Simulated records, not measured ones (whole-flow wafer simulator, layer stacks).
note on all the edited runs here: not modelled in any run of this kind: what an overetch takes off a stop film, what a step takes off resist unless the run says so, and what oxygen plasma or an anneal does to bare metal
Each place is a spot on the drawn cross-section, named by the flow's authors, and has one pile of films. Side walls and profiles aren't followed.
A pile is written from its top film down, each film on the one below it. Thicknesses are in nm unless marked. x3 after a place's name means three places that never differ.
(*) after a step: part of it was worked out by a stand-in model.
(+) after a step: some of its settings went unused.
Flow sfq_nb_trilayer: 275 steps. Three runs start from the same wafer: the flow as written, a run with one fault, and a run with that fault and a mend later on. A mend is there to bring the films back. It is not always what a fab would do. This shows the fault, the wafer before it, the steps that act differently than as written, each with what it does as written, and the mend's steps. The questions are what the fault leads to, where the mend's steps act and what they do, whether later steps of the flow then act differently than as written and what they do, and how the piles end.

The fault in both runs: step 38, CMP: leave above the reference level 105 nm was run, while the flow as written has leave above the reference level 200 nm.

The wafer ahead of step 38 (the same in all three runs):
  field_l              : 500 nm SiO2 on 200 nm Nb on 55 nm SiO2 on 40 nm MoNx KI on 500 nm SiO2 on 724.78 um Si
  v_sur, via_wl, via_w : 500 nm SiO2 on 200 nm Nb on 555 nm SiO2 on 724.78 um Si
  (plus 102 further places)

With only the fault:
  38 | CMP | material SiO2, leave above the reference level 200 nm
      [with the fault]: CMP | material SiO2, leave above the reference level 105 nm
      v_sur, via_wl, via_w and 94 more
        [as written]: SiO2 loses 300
        [with the fault]: SiO2 loses 395
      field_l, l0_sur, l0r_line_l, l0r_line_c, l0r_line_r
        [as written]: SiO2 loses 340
        [with the fault]: SiO2 loses 435
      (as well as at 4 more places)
  Later steps of the flow acting differently than as written (not shown: 3 more steps that differ only slightly, by at most 2% or 0.5 nm, whichever is larger):
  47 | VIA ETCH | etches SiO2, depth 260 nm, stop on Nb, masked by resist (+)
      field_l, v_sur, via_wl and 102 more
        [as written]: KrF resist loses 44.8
        [with the fault]: KrF resist loses 27.1
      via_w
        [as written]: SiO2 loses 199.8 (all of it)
        [with the fault]: SiO2 loses 104.8 (all of it)
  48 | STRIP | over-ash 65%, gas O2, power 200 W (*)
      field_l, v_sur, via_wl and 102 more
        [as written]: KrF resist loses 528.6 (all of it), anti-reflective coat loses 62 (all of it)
        [with the fault]: KrF resist loses 546.3 (all of it), anti-reflective coat loses 62 (all of it)
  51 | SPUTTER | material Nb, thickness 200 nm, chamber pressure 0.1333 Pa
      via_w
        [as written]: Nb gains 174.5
        [with the fault]: Nb gains 193
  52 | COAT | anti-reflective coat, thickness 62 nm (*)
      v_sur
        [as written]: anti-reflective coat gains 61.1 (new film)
        [with the fault]: anti-reflective coat gains 57.2 (new film)
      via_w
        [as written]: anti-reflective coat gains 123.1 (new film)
        [with the fault]: anti-reflective coat gains 105 (new film)
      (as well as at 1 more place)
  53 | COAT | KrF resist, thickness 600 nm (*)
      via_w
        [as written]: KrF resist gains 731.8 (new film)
        [with the fault]: KrF resist gains 651.2 (new film)
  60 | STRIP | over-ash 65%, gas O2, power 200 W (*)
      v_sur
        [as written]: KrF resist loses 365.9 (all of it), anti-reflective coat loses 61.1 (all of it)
        [with the fault]: KrF resist loses 377.1 (all of it), anti-reflective coat loses 57.2 (all of it)
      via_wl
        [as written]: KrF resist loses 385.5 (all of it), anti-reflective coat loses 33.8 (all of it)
        [with the fault]: KrF resist loses 396 (all of it), anti-reflective coat loses 34.4 (all of it)
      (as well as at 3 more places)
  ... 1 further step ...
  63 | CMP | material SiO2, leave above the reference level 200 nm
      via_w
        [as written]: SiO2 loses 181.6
        [with the fault]: SiO2 loses 189
  The piles end different from the flow's at field_l, v_sur, via_wl and 103 more by more than 2% or 0.5 nm, whichever is larger.
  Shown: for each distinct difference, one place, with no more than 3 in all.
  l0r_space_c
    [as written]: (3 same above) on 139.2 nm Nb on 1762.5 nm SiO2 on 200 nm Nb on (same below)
    [with the fault]: (3 same above) on 139.2 nm Nb on 1667.5 nm SiO2 on 200 nm Nb on (same below)
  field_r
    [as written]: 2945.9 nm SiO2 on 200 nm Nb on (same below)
    [with the fault]: 2850.9 nm SiO2 on 200 nm Nb on (same below)
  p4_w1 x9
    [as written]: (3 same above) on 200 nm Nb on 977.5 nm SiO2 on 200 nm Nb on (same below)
    [with the fault]: (3 same above) on 200 nm Nb on 882.5 nm SiO2 on 200 nm Nb on (same below)

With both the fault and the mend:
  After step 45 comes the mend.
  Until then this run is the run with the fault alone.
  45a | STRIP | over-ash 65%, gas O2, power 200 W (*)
      field_l, v_sur, via_wl and 102 more
        KrF resist loses 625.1 (all of it), anti-reflective coat loses 62 (all of it)
      via_w
        anti-reflective coat loses 62 (all of it)
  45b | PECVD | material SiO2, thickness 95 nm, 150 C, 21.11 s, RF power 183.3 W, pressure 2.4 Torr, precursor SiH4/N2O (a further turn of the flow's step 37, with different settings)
      field_l, v_sur, via_wl and 103 more
        SiO2 gains 95
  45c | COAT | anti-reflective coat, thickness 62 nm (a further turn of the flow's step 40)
      field_l, v_sur, via_wl and 103 more
        anti-reflective coat gains 62 (new film)
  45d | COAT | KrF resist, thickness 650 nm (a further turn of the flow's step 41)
      field_l, v_sur, via_wl and 103 more
        KrF resist gains 650 (new film)
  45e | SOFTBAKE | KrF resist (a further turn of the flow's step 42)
      does not change any film at any place that is followed
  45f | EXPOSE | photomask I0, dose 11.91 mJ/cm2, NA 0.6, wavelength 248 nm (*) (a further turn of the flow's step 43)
      does not change any film at any place that is followed
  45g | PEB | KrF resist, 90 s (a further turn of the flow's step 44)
      field_l, v_sur, via_wl and 103 more
        KrF resist loses 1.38
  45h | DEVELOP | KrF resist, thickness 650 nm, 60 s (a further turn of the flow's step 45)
      field_l, v_sur, via_wl and 102 more
        KrF resist loses 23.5
      via_w
        KrF resist loses 648.6 (all of it)
  Every later step of the flow that is run acts as written at every place that is followed.
  The piles end the same as the flow's at every place that both follow.
